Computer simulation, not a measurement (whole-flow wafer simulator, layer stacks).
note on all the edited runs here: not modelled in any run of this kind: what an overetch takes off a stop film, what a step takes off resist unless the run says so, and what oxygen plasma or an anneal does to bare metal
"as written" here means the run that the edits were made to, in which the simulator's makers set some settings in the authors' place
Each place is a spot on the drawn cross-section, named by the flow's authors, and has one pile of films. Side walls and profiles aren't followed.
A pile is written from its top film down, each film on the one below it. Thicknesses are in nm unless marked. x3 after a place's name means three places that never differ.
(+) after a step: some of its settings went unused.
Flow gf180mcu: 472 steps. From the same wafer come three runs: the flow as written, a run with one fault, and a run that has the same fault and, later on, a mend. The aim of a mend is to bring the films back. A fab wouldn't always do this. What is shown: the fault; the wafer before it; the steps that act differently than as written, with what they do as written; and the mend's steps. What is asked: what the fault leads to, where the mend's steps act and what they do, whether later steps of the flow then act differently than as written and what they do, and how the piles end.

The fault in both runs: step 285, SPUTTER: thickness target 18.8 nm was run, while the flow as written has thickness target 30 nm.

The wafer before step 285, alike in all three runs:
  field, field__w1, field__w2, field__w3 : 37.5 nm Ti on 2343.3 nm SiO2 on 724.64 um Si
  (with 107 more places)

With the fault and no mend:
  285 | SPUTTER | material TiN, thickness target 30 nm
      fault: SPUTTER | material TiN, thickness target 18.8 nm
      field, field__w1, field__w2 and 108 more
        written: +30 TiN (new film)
        fault: +18.8 TiN (new film)
  Steps later in the flow that act otherwise than as written:
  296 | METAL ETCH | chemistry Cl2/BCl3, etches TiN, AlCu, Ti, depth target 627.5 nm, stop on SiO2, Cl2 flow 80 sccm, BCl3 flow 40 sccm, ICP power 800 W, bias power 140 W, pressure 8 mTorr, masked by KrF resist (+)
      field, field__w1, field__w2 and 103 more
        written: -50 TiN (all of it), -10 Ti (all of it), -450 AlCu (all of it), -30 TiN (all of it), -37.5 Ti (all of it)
        fault: -50 TiN (all of it), -10 Ti (all of it), -450 AlCu (all of it), -18.8 TiN (all of it), -37.5 Ti (all of it)
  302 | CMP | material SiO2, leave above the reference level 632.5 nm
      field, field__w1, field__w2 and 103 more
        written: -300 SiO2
        fault: -311.2 SiO2
  The piles end different from the flow's at field__w8, contact, m1, m1__w1, m1_nw by more than 2% or 0.5 nm, whichever is larger.
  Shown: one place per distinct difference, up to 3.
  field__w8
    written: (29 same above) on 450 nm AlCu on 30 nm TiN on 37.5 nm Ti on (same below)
    fault: (29 same above) on 450 nm AlCu on 18.8 nm TiN on 37.5 nm Ti on (same below)
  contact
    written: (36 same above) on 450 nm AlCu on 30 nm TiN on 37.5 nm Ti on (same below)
    fault: (36 same above) on 450 nm AlCu on 18.8 nm TiN on 37.5 nm Ti on (same below)

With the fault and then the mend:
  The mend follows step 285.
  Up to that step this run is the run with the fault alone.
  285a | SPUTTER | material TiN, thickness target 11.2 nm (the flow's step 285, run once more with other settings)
      field, field__w1, field__w2 and 108 more
        +11.2 TiN
  Every later step of the flow that is run acts as written at every place that is followed.
  By the end, the piles equal the flow's at every place that both follow.
